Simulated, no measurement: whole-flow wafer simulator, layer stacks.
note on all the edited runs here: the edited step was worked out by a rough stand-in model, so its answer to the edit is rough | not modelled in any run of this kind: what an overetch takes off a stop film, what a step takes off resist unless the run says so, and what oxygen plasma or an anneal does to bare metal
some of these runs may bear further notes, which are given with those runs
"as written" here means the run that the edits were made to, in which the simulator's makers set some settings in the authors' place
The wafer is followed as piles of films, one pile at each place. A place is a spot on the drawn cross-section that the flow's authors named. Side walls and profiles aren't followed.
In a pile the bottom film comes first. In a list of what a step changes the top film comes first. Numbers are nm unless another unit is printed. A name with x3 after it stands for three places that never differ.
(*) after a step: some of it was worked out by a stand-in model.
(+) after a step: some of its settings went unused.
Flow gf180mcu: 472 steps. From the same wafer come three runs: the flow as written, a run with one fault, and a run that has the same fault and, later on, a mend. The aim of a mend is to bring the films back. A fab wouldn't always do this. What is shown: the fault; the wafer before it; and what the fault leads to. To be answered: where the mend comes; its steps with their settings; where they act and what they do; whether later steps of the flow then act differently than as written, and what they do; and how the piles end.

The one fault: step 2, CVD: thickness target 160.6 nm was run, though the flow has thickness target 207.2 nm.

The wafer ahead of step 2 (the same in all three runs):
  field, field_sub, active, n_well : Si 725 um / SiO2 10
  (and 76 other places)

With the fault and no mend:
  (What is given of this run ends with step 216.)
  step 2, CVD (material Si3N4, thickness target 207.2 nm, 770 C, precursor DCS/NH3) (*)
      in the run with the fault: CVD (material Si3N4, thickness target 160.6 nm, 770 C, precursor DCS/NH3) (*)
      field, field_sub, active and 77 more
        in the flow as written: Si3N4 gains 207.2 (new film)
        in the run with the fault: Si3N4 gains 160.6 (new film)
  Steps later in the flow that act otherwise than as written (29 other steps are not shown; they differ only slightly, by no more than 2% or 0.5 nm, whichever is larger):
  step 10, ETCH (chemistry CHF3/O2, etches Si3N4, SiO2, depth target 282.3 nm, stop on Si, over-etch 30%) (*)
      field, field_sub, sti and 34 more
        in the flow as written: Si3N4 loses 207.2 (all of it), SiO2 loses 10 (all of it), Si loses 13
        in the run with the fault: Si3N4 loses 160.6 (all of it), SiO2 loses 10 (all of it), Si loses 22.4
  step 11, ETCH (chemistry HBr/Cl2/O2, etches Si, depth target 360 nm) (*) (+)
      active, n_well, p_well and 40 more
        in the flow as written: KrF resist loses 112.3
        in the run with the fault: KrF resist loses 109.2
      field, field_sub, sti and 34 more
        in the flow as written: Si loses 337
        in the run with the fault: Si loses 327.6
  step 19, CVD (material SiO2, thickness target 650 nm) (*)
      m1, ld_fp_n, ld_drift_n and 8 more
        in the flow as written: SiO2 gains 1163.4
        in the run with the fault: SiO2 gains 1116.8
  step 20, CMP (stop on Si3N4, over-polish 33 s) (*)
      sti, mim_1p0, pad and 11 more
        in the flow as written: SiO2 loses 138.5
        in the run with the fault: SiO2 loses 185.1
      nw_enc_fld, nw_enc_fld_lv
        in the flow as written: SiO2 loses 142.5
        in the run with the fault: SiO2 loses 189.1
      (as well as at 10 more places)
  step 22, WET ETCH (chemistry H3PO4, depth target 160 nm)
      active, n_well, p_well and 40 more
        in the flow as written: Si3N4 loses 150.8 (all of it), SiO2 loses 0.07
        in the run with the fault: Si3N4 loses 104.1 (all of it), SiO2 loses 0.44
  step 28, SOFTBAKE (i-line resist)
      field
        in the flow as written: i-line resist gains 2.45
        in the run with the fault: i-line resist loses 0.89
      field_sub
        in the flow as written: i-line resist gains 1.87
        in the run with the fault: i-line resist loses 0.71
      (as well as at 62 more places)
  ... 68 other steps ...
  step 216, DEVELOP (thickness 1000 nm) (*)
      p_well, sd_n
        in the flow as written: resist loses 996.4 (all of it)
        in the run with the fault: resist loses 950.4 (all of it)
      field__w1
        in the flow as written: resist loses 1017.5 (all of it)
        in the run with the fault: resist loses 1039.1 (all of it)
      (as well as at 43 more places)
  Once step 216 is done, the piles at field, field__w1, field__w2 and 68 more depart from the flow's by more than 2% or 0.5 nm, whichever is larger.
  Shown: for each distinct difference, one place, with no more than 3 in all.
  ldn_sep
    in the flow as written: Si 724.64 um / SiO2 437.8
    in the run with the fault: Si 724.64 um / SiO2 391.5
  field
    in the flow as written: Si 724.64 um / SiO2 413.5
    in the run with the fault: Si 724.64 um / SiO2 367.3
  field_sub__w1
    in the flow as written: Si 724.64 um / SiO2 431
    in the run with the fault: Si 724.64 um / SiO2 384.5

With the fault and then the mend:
  After step 2 comes the mend.
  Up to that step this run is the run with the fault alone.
  step 2a, CVD (material Si3N4, thickness target 46.61 nm, 770 C, precursor DCS/NH3) (*) (a further turn of the flow's step 2, with different settings)
      field, field_sub, active and 77 more
        Si3N4 gains 46.6
  Later steps of the flow that are run all act as written at every place that is followed.
  By the end, the piles equal the flow's at every place that both follow.
